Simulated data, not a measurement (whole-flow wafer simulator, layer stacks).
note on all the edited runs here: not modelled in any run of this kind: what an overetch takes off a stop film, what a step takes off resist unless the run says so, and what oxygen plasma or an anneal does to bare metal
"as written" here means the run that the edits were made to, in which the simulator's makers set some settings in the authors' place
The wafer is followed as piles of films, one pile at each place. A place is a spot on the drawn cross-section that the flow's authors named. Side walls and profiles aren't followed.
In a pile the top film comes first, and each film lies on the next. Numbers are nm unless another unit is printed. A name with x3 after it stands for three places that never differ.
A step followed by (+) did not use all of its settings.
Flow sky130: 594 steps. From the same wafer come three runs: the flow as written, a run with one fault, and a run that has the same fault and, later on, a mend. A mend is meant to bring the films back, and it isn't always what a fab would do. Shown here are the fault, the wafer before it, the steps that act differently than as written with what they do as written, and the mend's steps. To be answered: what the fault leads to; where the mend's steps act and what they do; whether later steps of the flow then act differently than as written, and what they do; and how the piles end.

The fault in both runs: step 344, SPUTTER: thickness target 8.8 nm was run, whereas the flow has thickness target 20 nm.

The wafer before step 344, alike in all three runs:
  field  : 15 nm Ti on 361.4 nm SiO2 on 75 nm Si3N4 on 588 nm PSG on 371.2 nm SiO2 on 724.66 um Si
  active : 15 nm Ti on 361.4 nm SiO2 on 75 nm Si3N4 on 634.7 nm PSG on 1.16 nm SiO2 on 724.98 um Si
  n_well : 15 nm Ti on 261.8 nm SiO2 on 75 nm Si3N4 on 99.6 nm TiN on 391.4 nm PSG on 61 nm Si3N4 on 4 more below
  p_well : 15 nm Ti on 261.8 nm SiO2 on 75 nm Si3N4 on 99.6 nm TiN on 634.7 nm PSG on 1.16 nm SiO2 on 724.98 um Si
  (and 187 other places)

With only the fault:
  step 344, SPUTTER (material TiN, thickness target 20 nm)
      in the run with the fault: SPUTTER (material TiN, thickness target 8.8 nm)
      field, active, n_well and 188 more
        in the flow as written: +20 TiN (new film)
        in the run with the fault: +8.8 TiN (new film)
  Steps further on in the flow that do not act as written (not shown: 10 more steps that differ only slightly, by at most 2% or 0.5 nm, whichever is larger):
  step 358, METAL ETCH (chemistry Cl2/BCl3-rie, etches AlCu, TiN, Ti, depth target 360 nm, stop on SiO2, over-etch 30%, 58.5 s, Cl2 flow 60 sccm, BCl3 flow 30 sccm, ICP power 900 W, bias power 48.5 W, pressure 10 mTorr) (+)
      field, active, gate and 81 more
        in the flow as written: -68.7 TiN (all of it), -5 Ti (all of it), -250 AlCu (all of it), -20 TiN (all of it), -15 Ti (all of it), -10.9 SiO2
        in the run with the fault: -68.7 TiN (all of it), -5 Ti (all of it), -250 AlCu (all of it), -8.8 TiN (all of it), -15 Ti (all of it), -12.1 SiO2
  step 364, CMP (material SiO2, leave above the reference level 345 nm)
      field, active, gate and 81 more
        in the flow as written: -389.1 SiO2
        in the run with the fault: -399.1 SiO2
  By the end, the piles at n_well, p_well, gate_hv and 104 more depart from the flow's by more than 2% or 0.5 nm, whichever is larger.
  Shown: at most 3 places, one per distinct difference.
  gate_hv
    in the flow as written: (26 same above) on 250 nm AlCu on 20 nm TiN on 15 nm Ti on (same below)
    in the run with the fault: (26 same above) on 250 nm AlCu on 8.8 nm TiN on 15 nm Ti on (same below)
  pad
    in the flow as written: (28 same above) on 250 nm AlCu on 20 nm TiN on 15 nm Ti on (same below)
    in the run with the fault: (28 same above) on 250 nm AlCu on 8.8 nm TiN on 15 nm Ti on (same below)
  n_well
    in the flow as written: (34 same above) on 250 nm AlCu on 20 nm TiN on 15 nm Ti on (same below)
    in the run with the fault: (34 same above) on 250 nm AlCu on 8.8 nm TiN on 15 nm Ti on (same below)

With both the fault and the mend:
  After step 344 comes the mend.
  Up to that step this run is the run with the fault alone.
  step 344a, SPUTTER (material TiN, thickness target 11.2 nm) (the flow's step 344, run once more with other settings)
      field, active, n_well and 188 more
        +11.2 TiN
  None of the later steps of the flow acts differently than as written at any place that is followed.
  At every place that both follow, the piles at the end match the flow's.
